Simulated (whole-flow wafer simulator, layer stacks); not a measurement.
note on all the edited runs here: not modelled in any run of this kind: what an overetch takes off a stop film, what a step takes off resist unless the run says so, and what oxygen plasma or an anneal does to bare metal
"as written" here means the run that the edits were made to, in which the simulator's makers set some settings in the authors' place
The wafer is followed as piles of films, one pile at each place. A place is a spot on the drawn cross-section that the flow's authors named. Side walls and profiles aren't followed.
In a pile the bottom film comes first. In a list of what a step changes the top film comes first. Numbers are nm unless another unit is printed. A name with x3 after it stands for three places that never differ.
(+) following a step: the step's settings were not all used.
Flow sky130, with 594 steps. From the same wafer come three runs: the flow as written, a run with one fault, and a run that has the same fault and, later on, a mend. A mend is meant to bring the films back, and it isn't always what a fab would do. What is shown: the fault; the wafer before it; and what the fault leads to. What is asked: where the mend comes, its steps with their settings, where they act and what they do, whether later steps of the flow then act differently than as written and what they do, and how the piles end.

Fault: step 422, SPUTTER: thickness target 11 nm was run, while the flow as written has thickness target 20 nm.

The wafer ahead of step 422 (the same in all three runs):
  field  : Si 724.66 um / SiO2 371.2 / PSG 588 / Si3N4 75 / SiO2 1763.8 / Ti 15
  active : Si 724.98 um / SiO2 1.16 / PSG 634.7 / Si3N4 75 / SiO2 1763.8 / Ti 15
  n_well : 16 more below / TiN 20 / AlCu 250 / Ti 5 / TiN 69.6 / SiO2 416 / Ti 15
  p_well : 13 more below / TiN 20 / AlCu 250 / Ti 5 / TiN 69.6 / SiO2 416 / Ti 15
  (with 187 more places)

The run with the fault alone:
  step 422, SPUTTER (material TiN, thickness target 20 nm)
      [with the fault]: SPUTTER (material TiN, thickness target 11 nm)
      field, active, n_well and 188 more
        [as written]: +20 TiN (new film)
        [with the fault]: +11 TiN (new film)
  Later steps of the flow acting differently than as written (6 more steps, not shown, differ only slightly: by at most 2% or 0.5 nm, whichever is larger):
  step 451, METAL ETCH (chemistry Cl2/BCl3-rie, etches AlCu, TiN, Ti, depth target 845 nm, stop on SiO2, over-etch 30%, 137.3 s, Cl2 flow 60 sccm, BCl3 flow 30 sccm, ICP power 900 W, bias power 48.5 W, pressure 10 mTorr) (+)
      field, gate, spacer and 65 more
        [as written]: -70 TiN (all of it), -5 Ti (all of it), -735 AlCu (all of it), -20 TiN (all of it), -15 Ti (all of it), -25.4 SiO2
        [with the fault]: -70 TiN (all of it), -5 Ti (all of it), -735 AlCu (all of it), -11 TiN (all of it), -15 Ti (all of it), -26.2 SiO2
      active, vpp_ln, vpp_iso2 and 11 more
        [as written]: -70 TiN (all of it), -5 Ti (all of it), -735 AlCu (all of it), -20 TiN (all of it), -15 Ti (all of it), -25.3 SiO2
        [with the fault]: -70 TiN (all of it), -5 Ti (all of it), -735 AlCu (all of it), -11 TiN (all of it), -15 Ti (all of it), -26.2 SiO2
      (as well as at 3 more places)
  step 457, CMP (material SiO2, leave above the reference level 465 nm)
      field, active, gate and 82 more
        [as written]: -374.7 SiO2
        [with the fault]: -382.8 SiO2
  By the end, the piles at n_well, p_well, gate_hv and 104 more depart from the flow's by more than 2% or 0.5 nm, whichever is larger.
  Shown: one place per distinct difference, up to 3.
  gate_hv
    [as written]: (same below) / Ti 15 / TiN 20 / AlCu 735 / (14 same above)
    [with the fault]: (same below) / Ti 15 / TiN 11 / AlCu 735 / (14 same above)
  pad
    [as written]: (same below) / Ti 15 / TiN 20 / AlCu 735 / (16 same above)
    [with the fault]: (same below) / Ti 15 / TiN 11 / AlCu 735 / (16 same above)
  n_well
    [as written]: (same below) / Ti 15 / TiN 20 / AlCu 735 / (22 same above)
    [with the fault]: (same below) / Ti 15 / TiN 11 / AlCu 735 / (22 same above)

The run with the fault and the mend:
  After step 422 comes the mend.
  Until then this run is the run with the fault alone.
  step 422a, SPUTTER (material TiN, thickness target 9 nm) (the flow's step 422, run once more with other settings)
      field, active, n_well and 188 more
        +9 TiN
  Later steps of the flow that are run all act as written at every place that is followed.
  The piles end the same as the flow's at every place that both follow.
